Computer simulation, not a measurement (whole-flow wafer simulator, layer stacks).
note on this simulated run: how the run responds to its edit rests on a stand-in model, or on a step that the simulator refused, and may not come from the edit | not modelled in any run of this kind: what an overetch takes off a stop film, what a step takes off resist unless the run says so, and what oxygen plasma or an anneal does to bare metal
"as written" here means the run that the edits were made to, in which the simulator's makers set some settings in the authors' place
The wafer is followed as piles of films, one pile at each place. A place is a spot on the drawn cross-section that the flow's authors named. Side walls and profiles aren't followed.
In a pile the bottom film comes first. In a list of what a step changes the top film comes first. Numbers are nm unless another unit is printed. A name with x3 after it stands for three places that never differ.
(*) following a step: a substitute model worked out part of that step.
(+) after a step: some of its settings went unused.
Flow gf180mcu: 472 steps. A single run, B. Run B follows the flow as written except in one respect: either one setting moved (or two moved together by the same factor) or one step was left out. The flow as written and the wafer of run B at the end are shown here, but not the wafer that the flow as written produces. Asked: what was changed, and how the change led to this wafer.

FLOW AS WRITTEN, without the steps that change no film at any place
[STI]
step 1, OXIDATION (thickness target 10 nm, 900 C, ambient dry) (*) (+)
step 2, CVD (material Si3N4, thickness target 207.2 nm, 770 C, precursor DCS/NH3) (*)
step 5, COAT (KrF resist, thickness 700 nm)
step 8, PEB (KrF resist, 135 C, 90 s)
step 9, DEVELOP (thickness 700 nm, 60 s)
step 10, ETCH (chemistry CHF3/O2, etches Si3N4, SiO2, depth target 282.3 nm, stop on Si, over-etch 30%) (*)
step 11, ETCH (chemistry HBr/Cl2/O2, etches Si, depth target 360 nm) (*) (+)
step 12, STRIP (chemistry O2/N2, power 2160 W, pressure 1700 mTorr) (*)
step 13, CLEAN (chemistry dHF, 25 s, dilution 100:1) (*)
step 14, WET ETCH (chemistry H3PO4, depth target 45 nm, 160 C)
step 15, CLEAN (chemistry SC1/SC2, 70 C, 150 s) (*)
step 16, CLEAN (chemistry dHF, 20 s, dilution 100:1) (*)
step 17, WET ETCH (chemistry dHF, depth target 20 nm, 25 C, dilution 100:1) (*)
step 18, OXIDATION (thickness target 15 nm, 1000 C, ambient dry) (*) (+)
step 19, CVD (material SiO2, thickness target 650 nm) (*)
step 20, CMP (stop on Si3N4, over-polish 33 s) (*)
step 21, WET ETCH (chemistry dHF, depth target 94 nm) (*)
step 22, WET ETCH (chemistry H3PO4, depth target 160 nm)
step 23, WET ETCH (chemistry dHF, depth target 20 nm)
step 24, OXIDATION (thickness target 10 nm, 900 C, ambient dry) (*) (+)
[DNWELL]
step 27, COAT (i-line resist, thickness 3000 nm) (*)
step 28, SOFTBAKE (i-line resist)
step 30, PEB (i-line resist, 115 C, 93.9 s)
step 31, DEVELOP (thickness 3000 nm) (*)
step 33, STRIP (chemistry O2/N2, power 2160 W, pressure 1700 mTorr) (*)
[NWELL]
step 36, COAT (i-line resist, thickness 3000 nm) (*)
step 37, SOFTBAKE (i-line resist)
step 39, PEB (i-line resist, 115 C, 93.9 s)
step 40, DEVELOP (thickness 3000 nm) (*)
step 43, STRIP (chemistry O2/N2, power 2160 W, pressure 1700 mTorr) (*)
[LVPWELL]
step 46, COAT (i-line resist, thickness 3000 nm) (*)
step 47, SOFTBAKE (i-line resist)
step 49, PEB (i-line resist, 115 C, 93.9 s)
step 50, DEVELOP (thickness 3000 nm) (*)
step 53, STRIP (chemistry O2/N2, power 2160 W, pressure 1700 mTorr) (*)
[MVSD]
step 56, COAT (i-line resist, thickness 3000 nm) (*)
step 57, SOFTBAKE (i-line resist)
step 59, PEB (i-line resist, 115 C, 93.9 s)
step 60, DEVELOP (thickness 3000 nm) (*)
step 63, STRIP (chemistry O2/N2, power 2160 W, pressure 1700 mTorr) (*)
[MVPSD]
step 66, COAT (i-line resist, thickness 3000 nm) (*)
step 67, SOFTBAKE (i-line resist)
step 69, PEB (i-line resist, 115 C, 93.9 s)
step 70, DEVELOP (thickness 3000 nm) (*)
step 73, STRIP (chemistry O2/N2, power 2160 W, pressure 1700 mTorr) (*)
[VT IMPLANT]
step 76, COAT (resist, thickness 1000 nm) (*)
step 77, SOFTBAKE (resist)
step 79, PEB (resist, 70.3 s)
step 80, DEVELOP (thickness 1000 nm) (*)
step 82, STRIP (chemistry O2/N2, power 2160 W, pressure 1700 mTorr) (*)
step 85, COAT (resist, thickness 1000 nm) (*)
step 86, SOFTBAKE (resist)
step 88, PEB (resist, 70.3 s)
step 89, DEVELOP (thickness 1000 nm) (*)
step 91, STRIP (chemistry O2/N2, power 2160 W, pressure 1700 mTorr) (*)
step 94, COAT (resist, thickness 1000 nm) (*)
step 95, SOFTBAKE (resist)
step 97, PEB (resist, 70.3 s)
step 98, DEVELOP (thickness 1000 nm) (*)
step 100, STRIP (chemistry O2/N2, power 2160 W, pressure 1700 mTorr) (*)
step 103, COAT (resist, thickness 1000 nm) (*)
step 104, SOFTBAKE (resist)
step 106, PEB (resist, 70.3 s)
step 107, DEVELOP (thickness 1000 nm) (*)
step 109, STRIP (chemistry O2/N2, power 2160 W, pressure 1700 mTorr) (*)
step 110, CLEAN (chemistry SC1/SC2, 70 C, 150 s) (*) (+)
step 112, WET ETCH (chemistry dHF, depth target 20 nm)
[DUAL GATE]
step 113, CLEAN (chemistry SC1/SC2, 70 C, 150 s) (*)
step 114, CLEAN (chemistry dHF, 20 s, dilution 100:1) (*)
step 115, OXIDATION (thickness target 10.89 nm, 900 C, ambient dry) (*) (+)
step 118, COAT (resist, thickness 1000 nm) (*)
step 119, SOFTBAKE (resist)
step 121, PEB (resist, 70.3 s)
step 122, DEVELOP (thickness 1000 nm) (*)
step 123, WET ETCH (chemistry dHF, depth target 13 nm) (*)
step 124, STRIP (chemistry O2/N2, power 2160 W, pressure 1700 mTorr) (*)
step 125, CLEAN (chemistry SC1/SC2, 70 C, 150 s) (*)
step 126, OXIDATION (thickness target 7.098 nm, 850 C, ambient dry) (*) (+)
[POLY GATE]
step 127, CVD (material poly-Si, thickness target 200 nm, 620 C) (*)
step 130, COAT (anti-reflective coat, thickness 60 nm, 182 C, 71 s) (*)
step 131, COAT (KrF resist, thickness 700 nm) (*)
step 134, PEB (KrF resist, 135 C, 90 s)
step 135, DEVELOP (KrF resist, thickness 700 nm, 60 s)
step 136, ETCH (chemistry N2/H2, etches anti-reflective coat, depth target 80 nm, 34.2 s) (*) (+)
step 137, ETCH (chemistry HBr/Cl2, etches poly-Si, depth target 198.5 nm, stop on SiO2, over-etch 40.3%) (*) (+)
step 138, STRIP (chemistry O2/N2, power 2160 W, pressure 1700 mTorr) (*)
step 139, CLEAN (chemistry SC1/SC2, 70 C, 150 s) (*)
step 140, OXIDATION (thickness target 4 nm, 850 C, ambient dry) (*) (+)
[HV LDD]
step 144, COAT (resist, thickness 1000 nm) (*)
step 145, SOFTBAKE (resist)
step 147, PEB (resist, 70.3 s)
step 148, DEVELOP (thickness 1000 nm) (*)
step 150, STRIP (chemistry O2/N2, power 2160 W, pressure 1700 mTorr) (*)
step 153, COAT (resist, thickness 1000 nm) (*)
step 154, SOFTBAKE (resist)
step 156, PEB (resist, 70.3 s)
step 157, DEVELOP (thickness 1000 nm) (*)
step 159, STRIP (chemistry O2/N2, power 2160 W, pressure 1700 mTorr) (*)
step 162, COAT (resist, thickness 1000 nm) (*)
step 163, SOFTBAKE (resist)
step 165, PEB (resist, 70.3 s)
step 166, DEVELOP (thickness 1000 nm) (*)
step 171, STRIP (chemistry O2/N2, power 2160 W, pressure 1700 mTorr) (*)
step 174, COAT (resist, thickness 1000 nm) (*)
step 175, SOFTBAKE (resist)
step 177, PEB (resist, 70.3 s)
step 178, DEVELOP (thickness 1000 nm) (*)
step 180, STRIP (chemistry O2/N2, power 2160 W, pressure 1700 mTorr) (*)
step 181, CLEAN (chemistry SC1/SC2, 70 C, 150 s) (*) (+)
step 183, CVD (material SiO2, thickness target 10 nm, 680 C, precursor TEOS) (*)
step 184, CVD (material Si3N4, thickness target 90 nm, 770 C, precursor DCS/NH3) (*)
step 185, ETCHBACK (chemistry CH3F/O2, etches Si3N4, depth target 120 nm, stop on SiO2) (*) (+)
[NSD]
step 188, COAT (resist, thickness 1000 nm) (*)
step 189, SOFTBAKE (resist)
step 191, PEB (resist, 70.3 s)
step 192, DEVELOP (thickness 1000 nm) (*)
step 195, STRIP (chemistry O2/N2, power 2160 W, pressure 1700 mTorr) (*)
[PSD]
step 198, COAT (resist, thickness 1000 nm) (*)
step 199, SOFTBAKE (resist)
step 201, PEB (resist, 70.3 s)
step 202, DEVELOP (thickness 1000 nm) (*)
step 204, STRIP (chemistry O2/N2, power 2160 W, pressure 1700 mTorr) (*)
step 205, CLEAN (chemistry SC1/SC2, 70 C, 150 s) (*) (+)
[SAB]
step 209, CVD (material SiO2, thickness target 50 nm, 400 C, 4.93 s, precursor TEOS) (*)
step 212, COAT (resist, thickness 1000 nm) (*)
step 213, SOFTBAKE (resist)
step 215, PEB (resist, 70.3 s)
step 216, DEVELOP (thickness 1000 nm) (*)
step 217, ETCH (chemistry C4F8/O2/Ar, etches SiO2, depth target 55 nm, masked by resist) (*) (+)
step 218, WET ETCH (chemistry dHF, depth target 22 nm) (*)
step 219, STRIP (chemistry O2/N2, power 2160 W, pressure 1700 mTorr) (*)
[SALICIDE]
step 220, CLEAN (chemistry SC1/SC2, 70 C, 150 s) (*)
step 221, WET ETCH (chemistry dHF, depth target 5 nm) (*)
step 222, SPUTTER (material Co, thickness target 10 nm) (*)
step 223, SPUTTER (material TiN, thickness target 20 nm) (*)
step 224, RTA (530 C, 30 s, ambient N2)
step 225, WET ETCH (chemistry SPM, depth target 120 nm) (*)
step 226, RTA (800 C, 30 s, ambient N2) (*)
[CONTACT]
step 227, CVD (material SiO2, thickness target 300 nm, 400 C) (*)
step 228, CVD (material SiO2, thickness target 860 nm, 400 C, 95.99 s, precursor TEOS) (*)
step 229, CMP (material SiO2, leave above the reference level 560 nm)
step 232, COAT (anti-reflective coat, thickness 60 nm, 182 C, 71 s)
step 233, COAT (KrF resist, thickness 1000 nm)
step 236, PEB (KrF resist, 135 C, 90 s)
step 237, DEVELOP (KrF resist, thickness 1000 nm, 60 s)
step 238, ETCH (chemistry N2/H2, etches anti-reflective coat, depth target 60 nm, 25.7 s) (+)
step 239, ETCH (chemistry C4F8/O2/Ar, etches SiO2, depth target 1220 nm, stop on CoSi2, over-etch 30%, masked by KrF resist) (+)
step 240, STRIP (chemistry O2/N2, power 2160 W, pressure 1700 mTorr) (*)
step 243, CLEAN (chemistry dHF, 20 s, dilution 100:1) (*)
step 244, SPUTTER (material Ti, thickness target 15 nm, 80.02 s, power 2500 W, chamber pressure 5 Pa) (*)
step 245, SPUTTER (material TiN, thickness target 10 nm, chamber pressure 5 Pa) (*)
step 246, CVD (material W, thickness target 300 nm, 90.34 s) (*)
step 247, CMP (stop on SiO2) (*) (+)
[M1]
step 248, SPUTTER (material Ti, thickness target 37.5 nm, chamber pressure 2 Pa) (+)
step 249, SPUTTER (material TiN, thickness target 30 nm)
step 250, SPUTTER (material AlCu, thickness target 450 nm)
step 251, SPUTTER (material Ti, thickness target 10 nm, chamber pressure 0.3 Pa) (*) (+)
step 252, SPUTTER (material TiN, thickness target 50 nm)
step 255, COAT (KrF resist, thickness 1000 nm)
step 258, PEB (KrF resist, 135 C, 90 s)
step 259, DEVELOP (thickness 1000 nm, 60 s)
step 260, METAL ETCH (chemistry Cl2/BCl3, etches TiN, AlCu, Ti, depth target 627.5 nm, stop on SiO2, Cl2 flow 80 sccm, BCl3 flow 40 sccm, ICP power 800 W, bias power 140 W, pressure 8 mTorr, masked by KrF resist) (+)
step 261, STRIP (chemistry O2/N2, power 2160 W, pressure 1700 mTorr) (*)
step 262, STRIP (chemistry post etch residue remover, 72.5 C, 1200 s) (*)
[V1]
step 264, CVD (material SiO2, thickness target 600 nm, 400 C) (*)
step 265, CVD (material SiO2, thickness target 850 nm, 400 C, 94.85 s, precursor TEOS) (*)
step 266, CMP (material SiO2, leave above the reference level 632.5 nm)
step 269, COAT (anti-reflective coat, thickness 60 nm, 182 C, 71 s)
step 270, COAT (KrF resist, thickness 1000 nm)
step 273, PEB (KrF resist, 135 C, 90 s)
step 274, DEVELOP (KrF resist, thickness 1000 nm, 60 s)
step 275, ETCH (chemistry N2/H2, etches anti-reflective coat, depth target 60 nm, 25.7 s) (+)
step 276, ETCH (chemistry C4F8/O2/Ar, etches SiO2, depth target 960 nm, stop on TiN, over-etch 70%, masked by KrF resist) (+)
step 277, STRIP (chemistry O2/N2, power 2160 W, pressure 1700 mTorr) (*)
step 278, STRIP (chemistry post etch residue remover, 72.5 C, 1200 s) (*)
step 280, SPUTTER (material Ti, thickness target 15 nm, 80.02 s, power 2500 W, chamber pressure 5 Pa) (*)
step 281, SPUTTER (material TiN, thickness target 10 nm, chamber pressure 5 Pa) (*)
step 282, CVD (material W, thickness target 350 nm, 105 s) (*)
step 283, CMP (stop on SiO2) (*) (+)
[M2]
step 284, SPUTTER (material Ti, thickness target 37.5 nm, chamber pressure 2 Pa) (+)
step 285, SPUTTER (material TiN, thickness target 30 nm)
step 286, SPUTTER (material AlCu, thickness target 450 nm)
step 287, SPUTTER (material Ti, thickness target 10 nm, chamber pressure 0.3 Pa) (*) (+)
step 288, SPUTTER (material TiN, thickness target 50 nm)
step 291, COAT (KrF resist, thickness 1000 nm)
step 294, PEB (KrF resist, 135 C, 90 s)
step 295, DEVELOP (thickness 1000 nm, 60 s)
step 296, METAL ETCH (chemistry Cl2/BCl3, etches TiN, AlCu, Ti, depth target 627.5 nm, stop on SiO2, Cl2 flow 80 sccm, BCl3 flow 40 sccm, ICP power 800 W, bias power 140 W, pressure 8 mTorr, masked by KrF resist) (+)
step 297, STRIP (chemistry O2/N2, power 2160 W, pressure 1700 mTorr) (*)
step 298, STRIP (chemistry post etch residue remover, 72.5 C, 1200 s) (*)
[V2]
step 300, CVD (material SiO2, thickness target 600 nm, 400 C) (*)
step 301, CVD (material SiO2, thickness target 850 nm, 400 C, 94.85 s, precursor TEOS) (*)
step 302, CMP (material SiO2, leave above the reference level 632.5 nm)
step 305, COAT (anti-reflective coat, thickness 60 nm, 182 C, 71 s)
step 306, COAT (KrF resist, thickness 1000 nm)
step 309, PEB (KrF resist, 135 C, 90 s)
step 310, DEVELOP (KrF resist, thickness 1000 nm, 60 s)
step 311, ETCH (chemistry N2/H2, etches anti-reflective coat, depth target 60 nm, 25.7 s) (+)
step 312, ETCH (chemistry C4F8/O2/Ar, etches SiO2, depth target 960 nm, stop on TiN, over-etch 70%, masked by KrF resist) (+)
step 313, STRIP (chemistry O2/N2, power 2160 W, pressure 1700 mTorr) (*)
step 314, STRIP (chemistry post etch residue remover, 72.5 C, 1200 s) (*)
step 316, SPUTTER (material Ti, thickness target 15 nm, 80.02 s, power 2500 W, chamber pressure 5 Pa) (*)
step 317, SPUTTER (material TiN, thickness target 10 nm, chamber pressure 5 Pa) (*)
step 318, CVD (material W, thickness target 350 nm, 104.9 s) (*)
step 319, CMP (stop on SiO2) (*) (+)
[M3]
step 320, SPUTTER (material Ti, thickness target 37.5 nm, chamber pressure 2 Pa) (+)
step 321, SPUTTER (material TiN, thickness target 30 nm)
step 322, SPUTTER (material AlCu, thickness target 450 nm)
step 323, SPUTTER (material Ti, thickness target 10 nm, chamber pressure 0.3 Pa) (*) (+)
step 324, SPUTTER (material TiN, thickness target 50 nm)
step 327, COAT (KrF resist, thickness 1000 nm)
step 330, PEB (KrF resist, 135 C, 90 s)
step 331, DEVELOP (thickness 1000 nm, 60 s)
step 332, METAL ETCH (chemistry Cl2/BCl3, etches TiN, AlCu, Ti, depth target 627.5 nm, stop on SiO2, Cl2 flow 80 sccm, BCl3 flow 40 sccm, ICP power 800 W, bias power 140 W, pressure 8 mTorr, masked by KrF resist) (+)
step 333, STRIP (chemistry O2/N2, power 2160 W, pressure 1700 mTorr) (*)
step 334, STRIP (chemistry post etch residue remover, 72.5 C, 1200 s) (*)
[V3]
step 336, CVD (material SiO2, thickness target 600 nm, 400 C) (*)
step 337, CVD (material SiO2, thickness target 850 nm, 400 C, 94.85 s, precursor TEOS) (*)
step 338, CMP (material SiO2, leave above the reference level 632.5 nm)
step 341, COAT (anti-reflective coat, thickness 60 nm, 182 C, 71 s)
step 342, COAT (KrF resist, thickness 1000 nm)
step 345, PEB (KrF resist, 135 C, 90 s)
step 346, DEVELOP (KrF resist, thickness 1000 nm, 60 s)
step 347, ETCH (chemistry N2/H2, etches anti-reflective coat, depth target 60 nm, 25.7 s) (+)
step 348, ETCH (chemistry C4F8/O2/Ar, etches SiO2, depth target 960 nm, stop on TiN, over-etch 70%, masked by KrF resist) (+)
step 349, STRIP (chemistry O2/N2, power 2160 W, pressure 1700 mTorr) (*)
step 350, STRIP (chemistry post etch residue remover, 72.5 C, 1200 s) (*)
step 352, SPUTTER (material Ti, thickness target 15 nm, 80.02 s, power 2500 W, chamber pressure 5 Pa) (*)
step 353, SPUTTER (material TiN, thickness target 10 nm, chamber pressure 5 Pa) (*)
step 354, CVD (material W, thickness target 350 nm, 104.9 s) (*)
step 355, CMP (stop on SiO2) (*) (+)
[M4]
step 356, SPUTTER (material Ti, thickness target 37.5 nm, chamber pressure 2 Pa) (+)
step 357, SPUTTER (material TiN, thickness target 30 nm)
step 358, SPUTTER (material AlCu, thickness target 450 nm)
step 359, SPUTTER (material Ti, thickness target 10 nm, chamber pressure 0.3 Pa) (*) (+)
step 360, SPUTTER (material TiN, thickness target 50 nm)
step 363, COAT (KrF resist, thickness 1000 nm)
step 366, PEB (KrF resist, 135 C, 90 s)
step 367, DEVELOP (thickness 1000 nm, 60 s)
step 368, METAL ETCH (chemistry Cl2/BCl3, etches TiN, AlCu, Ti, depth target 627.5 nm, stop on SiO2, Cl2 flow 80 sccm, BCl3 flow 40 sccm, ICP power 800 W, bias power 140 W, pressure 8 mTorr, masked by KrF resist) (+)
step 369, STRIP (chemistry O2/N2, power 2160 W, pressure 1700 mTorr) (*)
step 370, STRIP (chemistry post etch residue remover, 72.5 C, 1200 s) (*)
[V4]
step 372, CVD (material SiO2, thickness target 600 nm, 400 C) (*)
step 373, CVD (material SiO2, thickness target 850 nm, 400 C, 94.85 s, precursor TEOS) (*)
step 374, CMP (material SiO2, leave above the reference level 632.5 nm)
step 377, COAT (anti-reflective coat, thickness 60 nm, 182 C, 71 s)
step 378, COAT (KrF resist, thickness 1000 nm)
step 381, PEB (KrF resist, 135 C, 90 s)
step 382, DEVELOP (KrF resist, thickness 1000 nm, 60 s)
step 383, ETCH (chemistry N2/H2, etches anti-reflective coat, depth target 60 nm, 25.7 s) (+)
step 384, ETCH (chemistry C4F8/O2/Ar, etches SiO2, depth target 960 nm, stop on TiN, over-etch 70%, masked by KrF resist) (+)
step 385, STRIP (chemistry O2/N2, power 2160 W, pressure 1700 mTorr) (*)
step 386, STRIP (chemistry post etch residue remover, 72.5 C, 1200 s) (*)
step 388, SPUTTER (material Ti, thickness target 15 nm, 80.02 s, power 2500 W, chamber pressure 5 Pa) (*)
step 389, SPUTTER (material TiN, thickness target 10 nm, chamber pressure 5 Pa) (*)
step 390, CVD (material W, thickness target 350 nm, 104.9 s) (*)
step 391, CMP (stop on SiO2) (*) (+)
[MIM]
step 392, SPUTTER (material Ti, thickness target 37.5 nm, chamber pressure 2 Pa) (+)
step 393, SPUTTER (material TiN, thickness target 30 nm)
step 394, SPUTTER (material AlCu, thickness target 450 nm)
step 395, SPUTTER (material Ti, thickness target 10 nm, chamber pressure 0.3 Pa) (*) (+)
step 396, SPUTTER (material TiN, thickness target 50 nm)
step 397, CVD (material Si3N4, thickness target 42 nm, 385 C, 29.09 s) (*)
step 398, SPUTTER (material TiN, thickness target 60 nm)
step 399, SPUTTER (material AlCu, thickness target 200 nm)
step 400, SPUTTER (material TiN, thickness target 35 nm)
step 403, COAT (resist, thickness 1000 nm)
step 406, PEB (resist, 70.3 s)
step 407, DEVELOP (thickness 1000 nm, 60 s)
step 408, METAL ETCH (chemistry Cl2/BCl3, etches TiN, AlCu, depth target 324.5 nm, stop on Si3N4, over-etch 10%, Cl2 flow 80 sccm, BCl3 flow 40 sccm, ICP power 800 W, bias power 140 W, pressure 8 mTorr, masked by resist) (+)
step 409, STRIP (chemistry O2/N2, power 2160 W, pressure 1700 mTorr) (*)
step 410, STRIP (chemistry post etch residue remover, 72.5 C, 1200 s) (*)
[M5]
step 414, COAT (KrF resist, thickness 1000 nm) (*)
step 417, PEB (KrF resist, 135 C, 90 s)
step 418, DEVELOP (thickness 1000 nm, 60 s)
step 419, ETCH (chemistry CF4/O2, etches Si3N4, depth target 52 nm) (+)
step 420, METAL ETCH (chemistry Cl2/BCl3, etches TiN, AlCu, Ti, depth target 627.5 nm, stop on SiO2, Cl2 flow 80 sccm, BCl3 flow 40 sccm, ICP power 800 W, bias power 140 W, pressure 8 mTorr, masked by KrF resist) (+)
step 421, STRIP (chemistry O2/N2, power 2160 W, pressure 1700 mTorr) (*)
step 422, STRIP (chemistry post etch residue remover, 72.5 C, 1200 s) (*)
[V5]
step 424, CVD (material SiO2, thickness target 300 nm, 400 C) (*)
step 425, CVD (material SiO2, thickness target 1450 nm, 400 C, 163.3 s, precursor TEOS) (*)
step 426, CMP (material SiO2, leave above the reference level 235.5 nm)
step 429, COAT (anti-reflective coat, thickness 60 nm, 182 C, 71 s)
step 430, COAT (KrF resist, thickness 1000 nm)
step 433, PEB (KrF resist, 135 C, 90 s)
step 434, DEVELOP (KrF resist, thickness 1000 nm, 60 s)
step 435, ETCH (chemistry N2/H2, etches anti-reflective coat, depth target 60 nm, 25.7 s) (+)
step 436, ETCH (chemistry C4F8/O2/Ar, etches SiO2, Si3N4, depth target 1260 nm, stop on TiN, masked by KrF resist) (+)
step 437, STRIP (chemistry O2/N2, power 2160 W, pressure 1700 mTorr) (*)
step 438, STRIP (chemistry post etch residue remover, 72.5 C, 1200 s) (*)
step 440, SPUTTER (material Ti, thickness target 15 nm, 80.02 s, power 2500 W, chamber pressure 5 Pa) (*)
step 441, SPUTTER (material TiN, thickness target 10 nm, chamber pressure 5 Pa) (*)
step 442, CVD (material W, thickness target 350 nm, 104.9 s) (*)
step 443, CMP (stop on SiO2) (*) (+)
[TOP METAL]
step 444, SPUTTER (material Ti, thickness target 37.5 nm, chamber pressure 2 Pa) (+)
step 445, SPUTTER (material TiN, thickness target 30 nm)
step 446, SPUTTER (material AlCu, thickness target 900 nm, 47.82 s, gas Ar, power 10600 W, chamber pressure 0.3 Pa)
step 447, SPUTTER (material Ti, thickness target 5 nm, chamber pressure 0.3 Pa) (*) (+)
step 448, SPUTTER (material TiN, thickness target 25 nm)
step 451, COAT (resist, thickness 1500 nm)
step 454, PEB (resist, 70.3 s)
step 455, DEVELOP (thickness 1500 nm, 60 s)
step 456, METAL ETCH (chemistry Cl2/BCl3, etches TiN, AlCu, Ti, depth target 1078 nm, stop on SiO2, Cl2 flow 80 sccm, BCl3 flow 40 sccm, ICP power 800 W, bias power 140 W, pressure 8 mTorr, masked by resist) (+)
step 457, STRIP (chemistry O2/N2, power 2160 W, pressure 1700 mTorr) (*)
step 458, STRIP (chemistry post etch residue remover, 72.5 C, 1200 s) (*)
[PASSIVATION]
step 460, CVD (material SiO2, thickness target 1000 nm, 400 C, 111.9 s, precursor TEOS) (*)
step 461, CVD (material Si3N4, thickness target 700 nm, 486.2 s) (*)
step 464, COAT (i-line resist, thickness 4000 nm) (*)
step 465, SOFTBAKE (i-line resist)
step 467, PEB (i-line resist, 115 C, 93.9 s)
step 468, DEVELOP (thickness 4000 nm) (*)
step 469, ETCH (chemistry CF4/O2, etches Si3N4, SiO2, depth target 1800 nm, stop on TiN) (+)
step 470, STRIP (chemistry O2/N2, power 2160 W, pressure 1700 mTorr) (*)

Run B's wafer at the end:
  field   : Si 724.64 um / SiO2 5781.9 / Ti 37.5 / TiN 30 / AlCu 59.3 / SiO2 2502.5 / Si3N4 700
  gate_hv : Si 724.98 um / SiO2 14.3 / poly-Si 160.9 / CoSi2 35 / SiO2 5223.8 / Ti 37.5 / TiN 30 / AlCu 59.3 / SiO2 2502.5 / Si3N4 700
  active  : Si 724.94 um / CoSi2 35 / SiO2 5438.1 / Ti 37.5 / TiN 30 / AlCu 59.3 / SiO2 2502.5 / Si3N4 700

Cause: step 394, SPUTTER: thickness target 634 nm was run, whereas the flow has thickness target 450 nm.

Step by step, how the change led to this:
  step 394, SPUTTER (material AlCu, thickness target 450 nm)
      field, field__w1, field__w2 and 108 more: +634 AlCu (new film) (in the flow as written it would be: +450 AlCu (new film))
  step 420, METAL ETCH (chemistry Cl2/BCl3, etches TiN, AlCu, Ti, depth target 627.5 nm, stop on SiO2, Cl2 flow 80 sccm, BCl3 flow 40 sccm, ICP power 800 W, bias power 140 W, pressure 8 mTorr, masked by KrF resist) (+)
      field, field__w1, field__w2 and 101 more: -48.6 TiN (all of it), -10 Ti (all of it), -568.9 AlCu (in the flow as written it would be: -48.6 TiN (all of it), -10 Ti (all of it), -450 AlCu (all of it), -30 TiN (all of it), -37.5 Ti (all of it))
  step 422, STRIP (chemistry post etch residue remover, 72.5 C, 1200 s) (*)
      field, field__w1, field__w2 and 101 more: -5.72 AlCu (in the flow as written it would be: nothing)
  step 424, CVD (material SiO2, thickness target 300 nm, 400 C) (*)
      field, field__w1, field__w2 and 101 more: +300 SiO2 (new film) (in the flow as written it would be: +300 SiO2)
  step 426, CMP (material SiO2, leave above the reference level 235.5 nm)
      field, field__w1, field__w5 and 92 more: -243.7 SiO2 (in the flow as written it would be: -300.8 SiO2)
      field__w2, field__w3, field__w12 and 6 more: -212.9 SiO2 (in the flow as written it would be: -272.7 SiO2)
With metal films that touch counted as one body, field has 1 body; the flow as written gives 0 bodies.
With metal films that touch counted as one body, gate_hv has 2 bodies (between them, from the top down: SiO2 5223.8); the flow as written gives 1 body.
With metal films that touch counted as one body, active has 2 bodies (between them, from the top down: SiO2 5438.1); the flow as written gives 1 body.
